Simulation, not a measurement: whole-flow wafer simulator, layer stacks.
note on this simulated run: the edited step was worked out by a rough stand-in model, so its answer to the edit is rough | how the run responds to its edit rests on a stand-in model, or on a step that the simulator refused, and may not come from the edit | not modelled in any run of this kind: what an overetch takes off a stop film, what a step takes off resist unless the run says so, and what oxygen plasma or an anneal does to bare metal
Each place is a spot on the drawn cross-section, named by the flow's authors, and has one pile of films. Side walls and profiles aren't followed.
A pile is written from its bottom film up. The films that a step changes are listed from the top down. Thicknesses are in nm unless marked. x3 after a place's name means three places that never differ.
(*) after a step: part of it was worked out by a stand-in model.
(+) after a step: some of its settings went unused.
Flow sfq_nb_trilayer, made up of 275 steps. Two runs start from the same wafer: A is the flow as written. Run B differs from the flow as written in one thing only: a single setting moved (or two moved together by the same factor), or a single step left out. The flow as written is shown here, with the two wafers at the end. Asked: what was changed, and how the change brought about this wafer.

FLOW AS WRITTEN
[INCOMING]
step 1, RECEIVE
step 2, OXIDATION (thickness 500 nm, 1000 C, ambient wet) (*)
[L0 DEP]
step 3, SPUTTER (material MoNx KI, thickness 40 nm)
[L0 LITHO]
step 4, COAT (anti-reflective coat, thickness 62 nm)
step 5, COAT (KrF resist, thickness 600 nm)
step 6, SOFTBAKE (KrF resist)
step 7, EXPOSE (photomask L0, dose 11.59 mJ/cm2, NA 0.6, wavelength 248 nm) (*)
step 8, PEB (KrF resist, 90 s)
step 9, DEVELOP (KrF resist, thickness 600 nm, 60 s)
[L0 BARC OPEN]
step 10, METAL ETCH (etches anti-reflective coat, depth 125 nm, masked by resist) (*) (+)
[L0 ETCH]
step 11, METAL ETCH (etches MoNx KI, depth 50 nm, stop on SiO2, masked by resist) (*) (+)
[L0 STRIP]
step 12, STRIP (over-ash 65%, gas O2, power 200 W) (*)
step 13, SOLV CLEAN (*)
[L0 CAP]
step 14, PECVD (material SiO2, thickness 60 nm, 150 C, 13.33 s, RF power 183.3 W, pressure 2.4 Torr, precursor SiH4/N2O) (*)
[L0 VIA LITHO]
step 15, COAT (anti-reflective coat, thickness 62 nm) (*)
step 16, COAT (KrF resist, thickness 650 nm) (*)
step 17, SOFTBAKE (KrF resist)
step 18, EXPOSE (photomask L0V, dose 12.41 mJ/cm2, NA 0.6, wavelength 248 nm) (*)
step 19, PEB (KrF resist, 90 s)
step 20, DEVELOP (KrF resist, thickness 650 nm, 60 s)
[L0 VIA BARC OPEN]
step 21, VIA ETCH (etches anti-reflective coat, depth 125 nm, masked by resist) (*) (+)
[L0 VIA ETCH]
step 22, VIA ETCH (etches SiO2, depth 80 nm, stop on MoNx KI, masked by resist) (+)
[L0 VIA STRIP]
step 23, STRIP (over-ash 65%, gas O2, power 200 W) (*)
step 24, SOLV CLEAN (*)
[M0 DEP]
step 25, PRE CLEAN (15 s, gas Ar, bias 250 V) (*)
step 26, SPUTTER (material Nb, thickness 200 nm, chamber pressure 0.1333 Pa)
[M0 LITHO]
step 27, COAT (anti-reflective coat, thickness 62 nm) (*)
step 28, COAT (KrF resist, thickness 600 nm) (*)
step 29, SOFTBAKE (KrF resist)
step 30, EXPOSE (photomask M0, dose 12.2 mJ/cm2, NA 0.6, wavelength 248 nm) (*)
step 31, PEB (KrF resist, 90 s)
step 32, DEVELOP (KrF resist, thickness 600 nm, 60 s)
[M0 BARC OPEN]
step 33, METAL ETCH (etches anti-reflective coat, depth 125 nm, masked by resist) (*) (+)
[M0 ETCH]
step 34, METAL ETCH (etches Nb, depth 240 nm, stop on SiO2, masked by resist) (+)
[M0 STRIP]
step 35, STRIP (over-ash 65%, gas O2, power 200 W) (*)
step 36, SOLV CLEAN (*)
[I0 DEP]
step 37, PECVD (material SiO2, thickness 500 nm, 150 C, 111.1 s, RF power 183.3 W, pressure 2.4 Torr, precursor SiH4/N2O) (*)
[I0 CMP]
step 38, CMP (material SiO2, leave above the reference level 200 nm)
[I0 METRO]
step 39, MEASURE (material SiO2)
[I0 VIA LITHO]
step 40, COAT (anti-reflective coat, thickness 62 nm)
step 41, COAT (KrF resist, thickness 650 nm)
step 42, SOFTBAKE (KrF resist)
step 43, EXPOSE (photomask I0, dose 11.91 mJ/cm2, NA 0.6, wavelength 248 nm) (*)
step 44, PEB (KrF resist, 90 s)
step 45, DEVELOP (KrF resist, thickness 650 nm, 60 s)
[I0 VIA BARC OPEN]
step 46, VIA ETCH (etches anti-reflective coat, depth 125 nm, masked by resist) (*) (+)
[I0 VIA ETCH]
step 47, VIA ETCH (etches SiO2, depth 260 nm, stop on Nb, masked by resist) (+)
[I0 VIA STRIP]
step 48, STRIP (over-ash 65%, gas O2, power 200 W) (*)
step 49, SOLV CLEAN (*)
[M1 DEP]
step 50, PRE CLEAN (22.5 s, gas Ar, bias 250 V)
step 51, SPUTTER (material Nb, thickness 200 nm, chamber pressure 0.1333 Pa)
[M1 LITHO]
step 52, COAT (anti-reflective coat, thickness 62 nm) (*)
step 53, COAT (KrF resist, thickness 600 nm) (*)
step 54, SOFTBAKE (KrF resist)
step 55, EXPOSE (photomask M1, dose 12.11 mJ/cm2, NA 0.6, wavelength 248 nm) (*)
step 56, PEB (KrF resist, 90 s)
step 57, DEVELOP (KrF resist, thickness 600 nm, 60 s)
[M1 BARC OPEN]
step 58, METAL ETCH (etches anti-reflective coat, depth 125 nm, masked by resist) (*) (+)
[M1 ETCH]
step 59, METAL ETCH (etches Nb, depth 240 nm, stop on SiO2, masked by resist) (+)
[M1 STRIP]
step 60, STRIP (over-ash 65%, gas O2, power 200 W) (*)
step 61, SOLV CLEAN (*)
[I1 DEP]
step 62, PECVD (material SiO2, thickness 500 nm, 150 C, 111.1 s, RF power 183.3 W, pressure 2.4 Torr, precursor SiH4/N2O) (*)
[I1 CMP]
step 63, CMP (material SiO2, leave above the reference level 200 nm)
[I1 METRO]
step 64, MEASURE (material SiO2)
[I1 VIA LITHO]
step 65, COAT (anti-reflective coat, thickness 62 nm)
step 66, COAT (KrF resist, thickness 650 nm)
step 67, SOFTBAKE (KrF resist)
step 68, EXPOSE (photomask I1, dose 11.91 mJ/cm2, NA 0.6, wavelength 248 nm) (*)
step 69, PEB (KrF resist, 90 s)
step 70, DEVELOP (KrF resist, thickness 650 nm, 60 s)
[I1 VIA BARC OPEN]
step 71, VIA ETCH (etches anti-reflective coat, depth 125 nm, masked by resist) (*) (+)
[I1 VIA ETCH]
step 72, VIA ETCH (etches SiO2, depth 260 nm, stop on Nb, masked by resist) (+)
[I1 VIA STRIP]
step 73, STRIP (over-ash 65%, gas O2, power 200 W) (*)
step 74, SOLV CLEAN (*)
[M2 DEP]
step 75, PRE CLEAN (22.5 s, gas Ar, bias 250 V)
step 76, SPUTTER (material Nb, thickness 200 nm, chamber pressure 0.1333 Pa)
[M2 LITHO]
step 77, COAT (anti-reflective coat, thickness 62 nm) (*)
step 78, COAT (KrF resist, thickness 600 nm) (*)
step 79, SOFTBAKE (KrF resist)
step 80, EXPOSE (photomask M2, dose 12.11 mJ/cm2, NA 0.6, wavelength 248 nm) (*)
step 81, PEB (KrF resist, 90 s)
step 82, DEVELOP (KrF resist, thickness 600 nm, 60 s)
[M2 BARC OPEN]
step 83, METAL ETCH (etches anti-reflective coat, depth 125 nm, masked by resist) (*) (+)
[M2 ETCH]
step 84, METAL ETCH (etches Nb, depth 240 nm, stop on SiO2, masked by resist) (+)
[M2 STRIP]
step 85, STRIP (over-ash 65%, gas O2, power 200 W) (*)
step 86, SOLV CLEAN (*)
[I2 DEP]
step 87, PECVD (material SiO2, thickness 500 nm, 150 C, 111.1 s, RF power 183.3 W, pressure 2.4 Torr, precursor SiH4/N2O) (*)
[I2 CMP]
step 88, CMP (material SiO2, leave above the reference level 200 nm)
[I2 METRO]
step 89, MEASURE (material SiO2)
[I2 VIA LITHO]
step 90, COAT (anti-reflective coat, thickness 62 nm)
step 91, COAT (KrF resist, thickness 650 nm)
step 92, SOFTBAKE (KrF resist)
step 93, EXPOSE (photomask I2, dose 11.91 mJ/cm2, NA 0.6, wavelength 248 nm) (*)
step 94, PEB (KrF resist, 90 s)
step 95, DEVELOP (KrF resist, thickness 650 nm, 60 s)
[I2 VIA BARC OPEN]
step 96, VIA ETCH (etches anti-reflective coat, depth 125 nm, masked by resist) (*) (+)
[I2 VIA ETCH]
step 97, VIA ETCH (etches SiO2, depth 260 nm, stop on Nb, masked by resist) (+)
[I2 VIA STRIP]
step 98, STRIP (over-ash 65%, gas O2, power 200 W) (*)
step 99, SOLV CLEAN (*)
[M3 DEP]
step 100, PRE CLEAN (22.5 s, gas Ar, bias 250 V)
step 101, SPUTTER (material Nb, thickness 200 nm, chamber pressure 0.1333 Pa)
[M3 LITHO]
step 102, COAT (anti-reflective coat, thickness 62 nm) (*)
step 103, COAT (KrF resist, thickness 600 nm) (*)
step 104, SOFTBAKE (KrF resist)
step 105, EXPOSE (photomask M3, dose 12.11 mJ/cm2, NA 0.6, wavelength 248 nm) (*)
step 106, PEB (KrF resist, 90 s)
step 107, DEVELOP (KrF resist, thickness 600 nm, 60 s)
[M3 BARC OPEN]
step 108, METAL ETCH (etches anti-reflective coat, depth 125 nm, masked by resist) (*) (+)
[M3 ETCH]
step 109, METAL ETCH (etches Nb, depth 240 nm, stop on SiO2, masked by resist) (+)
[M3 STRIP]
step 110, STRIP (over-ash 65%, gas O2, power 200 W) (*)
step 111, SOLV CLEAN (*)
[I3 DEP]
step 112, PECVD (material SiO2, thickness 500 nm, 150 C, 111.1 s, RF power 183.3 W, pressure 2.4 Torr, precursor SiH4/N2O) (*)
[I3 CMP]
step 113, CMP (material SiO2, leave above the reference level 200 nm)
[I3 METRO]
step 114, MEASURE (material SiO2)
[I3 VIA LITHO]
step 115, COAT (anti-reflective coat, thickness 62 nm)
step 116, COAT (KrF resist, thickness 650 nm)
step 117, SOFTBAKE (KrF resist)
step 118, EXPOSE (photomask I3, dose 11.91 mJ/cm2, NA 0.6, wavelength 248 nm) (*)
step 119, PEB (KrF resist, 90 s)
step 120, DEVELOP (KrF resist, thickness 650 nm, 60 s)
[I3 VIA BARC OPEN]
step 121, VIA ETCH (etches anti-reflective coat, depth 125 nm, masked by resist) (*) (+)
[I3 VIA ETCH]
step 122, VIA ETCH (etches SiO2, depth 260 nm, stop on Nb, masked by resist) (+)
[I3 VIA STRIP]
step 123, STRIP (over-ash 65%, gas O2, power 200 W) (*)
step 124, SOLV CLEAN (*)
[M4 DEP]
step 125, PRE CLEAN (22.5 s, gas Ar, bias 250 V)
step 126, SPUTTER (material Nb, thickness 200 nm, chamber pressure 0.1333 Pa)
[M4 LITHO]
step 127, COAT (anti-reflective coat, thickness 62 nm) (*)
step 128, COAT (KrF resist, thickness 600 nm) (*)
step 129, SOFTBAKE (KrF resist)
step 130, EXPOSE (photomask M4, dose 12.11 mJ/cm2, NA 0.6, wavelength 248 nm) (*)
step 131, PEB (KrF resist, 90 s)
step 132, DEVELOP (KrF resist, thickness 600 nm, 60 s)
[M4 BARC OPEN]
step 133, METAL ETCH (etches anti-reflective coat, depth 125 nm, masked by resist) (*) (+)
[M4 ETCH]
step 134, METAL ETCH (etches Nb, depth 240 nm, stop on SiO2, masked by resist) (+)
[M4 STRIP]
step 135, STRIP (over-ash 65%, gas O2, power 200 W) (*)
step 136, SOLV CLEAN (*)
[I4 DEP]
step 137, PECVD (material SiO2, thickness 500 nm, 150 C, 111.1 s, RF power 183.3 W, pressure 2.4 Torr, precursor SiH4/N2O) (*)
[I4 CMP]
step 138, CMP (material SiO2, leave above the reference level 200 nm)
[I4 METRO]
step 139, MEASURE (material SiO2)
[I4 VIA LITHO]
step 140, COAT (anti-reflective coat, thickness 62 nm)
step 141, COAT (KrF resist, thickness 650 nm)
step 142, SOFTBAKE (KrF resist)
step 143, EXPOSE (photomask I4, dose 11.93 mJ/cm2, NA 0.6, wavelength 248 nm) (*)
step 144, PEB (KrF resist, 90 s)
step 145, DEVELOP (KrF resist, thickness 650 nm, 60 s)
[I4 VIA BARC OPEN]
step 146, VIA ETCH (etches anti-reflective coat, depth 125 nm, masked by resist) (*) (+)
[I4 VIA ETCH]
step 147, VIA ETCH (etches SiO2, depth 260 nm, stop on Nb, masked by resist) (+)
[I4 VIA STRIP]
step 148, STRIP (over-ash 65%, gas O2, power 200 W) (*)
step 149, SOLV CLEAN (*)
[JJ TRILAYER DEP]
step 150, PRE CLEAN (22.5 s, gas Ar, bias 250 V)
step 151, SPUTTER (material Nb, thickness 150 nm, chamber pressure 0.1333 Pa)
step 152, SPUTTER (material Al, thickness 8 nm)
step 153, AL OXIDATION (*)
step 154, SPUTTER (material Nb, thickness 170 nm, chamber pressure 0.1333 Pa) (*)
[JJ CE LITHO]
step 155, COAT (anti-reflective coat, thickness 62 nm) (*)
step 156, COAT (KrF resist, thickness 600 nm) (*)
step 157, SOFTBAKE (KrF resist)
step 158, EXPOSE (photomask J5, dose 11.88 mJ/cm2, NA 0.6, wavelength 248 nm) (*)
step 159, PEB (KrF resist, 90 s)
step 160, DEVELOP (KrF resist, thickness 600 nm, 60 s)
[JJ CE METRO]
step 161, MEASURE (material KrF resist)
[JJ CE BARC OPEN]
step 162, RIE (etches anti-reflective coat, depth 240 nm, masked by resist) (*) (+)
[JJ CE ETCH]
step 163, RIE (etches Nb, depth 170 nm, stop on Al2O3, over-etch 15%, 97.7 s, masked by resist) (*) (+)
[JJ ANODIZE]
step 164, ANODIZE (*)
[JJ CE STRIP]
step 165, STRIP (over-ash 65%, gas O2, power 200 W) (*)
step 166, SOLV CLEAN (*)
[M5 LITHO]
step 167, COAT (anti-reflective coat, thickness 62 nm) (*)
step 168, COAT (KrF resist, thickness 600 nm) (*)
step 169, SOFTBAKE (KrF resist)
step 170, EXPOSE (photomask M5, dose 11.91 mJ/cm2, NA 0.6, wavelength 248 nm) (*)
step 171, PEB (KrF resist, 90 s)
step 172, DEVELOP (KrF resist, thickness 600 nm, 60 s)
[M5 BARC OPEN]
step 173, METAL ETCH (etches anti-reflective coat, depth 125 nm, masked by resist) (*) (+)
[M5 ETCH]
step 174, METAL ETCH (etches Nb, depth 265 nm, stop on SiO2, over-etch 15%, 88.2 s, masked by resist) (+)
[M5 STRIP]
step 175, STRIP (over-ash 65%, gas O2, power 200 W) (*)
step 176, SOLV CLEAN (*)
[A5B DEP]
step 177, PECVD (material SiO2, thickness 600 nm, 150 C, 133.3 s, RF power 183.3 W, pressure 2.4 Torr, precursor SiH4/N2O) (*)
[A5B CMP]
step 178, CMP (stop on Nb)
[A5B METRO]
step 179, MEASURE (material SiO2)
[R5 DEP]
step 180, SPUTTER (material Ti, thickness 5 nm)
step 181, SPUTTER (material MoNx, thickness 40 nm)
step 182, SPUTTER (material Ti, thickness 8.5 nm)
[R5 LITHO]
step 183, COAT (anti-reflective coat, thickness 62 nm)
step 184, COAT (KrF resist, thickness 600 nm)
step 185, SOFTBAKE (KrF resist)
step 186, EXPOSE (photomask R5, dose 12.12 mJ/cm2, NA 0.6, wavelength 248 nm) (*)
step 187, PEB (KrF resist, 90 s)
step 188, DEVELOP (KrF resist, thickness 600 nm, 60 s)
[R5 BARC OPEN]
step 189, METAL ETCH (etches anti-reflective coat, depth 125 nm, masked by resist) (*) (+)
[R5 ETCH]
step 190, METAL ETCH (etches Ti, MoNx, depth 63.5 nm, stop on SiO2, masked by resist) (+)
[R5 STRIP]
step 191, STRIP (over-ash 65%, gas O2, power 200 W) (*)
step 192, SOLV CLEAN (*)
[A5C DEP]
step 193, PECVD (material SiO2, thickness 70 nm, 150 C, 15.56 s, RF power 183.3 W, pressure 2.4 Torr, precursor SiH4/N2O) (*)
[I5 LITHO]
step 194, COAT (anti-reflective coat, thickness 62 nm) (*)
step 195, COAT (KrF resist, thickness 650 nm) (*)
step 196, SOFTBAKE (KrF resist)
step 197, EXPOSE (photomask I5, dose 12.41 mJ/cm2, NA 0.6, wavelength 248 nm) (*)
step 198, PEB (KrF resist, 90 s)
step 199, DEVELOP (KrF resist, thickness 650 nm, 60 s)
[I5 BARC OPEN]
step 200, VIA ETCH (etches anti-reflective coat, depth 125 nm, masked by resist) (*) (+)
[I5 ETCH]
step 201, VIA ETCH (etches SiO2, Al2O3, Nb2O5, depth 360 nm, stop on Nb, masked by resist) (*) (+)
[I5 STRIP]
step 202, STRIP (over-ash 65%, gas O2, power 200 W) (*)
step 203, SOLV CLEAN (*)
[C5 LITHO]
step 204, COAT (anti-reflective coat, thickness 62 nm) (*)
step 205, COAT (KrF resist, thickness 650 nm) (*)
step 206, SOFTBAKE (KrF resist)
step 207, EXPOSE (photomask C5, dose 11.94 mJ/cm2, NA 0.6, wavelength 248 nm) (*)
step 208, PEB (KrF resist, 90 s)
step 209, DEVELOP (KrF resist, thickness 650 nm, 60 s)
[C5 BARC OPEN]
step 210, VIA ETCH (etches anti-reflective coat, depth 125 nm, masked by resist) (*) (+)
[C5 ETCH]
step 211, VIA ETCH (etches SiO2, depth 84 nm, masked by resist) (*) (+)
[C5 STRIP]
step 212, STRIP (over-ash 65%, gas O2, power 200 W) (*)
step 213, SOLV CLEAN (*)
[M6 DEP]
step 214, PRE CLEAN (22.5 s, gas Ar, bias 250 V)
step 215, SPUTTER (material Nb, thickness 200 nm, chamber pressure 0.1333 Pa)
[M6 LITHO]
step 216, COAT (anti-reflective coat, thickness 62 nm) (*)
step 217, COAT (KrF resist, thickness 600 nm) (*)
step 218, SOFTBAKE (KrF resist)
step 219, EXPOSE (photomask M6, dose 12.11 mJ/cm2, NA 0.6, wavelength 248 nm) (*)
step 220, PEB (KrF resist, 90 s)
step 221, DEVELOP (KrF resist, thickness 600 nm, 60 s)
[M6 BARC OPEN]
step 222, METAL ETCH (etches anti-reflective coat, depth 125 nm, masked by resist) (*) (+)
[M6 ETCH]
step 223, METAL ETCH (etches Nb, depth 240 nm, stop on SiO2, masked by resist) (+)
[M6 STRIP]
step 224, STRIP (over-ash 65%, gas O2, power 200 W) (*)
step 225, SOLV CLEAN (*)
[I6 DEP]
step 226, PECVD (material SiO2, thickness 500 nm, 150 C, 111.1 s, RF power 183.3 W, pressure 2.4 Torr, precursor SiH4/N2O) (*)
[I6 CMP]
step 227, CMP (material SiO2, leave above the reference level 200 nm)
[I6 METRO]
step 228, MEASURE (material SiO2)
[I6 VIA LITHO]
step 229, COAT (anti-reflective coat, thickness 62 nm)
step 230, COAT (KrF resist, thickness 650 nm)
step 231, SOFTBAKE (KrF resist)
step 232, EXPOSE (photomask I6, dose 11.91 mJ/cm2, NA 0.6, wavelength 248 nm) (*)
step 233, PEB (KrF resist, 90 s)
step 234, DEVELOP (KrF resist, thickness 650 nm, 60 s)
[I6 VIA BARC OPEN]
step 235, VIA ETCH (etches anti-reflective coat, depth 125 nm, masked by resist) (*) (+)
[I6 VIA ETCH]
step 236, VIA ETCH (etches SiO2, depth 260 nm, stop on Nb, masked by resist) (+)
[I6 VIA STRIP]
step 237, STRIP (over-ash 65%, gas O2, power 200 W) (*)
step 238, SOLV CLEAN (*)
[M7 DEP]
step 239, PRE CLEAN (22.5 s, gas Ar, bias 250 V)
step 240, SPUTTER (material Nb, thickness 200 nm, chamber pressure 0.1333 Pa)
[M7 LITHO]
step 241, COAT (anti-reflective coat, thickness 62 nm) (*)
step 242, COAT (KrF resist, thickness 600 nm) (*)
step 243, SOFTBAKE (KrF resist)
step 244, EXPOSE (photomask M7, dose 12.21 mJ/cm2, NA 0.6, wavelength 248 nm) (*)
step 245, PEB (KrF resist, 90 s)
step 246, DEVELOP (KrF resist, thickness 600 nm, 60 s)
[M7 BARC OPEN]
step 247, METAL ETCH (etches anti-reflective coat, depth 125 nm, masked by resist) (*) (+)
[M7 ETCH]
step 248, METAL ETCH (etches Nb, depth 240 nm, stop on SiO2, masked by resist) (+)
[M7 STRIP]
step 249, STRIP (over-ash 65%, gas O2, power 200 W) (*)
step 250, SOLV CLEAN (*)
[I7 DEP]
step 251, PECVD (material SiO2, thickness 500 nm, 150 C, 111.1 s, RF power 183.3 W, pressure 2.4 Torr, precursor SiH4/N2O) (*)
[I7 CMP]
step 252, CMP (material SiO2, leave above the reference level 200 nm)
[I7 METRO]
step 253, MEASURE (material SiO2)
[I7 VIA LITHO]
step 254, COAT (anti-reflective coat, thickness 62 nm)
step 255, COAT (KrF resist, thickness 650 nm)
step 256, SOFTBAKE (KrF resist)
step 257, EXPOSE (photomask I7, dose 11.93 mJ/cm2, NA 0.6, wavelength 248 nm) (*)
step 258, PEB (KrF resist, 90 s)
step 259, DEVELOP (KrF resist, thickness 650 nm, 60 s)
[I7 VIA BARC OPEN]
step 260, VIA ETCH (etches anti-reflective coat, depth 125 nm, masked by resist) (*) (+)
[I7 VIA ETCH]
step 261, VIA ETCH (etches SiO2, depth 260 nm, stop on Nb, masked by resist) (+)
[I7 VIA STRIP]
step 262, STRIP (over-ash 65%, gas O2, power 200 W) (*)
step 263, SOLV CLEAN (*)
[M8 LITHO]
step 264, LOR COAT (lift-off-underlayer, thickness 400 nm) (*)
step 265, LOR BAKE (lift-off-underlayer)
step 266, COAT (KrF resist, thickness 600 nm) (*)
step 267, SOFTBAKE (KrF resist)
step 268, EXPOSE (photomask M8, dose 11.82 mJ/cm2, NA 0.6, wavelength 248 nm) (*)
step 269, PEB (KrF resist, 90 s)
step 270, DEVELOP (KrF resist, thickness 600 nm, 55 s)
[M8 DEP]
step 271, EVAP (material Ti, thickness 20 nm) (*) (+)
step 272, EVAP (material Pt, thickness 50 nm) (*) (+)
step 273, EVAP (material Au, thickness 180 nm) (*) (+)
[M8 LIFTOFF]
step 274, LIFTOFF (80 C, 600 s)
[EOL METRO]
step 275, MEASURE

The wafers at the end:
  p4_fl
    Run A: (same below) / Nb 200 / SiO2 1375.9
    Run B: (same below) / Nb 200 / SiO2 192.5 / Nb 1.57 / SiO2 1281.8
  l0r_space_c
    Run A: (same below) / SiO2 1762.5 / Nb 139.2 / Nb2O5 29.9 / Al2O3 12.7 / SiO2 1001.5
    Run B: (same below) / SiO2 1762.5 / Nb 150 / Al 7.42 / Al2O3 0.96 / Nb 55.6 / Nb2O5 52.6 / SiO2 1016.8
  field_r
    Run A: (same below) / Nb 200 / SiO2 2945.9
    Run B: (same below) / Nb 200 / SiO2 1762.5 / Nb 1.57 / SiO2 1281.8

Cause: step 154, SPUTTER: thickness 270 nm was run, though the flow has thickness 170 nm.

How this came from the change, step by step:
  step 154, SPUTTER (material Nb, thickness 170 nm, chamber pressure 0.1333 Pa) (*)
      field_l, v_sur, via_sp and 100 more: A +170 Nb (new film) | B +270 Nb (new film)
      via_wl, via_wr: A +140.7 Nb (new film) | B +224.4 Nb (new film)
      (and at 1 other place as well)
  step 155, COAT (anti-reflective coat, thickness 62 nm) (*)
      via_wl, via_wr: A +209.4 anti-reflective coat (new film) | B +240.9 anti-reflective coat (new film)
      via_w: A +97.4 anti-reflective coat (new film) | B +108.1 anti-reflective coat (new film)
  step 156, COAT (KrF resist, thickness 600 nm) (*)
      via_wl: A +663 KrF resist (new film) | B +648 KrF resist (new film)
      via_wr: A +663.2 KrF resist (new film) | B +648.2 KrF resist (new film)
  step 160, DEVELOP (KrF resist, thickness 600 nm, 60 s)
      via_wl: A -661.6 KrF resist (all of it) | B -646.6 KrF resist (all of it)
      via_wr: A -661.8 KrF resist (all of it) | B -646.8 KrF resist (all of it)
  step 162, RIE (etches anti-reflective coat, depth 240 nm, masked by resist) (*) (+)
      via_wl, via_wr: A -209.4 anti-reflective coat (all of it) | B -240 anti-reflective coat
      ce_l, c5j, ce_r, wl_jj: A -209.4 KrF resist | B -240 KrF resist
      (and at 1 other place as well)
  step 163, RIE (etches Nb, depth 170 nm, stop on Al2O3, over-etch 15%, 97.7 s, masked by resist) (*) (+)
      field_l, v_sur, via_sp and 96 more: A -170 Nb (all of it), -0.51 Al2O3 | B -195.5 Nb
      via_wl, via_wr: A -140.7 Nb (all of it), -0.96 Al2O3 (all of it) | B -0.89 anti-reflective coat (all of it), -193.1 Nb
      (and at 1 other place as well)
  step 164, ANODIZE (*)
      field_l, v_sur, via_sp and 96 more: A +12.2 Al2O3, +29.9 Nb2O5 (new film), -7.42 Al (all of it), -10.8 Nb | B +52.6 Nb2O5 (new film), -18.9 Nb
      via_wl, via_wr: A +7.52 Al2O3 (new film), +39.2 Nb2O5 (new film), -4.56 Al (all of it), -14.1 Nb | B +52.6 Nb2O5 (new film), -18.9 Nb
      (and at 1 other place as well)
  step 165, STRIP (over-ash 65%, gas O2, power 200 W) (*)
      ce_l: A -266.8 KrF resist (all of it), -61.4 anti-reflective coat (all of it) | B -236.1 KrF resist (all of it), -61.4 anti-reflective coat (all of it)
      c5j: A -266.9 KrF resist (all of it), -61.5 anti-reflective coat (all of it) | B -236.2 KrF resist (all of it), -61.5 anti-reflective coat (all of it)
      (and at 2 other places as well)
  step 167, COAT (anti-reflective coat, thickness 62 nm) (*)
      wl_j_sl, wl_j_sr: A +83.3 anti-reflective coat (new film) | B +85.4 anti-reflective coat (new film)
      v_sur: A +44.9 anti-reflective coat (new film) | B +39.4 anti-reflective coat (new film)
      (and at 6 other places as well)
  step 168, COAT (KrF resist, thickness 600 nm) (*)
      via_wl: A +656 KrF resist (new film) | B +684.8 KrF resist (new film)
      via_w: A +732.6 KrF resist (new film) | B +769.2 KrF resist (new film)
      (and at 1 other place as well)
  step 174, METAL ETCH (etches Nb, depth 265 nm, stop on SiO2, over-etch 15%, 88.2 s, masked by resist) (+)
      field_l, r_sur, res and 50 more: A -12.6 Al2O3 (all of it), -29.9 Nb2O5 (all of it), -139.2 Nb (all of it), -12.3 SiO2 | B -52.6 Nb2O5 (all of it), -55.6 Nb (all of it), -0.96 Al2O3 (all of it), -7.42 Al (all of it), -148.4 Nb
  step 175, STRIP (over-ash 65%, gas O2, power 200 W) (*)
      v_sur: A -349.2 KrF resist (all of it), -44.9 anti-reflective coat (all of it) | B -341.9 KrF resist (all of it), -39.4 anti-reflective coat (all of it)
      via_wl: A -427 KrF resist (all of it), -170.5 anti-reflective coat (all of it) | B -455.8 KrF resist (all of it), -171.1 anti-reflective coat (all of it)
      (and at 9 other places as well)
  step 177, PECVD (material SiO2, thickness 600 nm, 150 C, 133.3 s, RF power 183.3 W, pressure 2.4 Torr, precursor SiH4/N2O) (*)
      field_l, p4_fl, p4_fm and 39 more: A +600 SiO2 | B +600 SiO2 (new film)
      r_sur, res, r_end, moat, field_r, lsp_l: A +592.9 SiO2 | B +590.4 SiO2 (new film)
      (and at 5 other places as well)
  step 178, CMP (stop on Nb)
      v_sur, via_sp, via_v and 43 more: A -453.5 SiO2 | B -438.2 SiO2
      field_l, p4_fl, p4_fm and 39 more: A -259.3 SiO2 | B -173.2 SiO2
      (and at 14 other places as well)
  step 201, VIA ETCH (etches SiO2, Al2O3, Nb2O5, depth 360 nm, stop on Nb, masked by resist) (*) (+)
      be: A -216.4 SiO2 (all of it), -12.7 Al2O3 (all of it), -29.9 Nb2O5 (all of it) | B -231.6 SiO2 (all of it), -52.6 Nb2O5 (all of it)
  step 204, COAT (anti-reflective coat, thickness 62 nm) (*)
      be: A +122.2 anti-reflective coat (new film) | B +125.9 anti-reflective coat (new film)
  ... 6 further steps ...
  step 226, PECVD (material SiO2, thickness 500 nm, 150 C, 111.1 s, RF power 183.3 W, pressure 2.4 Torr, precursor SiH4/N2O) (*)
      be: A +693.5 SiO2 (new film) | B +724.4 SiO2 (new film)
Taking metal films that touch as one body, p4_fl has 3 bodies (between them, from the top down: SiO2 192.5; SiO2 1370); the flow as written gives 2 bodies (between them, from the top down: SiO2 1370).
Taking metal films that touch as one body, l0r_space_c has 3 bodies (between them, from the top down: Al2O3 0.96; SiO2 1762.5); the flow as written gives 2 bodies (between them, from the top down: SiO2 1762.5).
Taking metal films that touch as one body, field_r has 2 bodies (between them, from the top down: SiO2 1762.5); the flow as written gives 1 body.
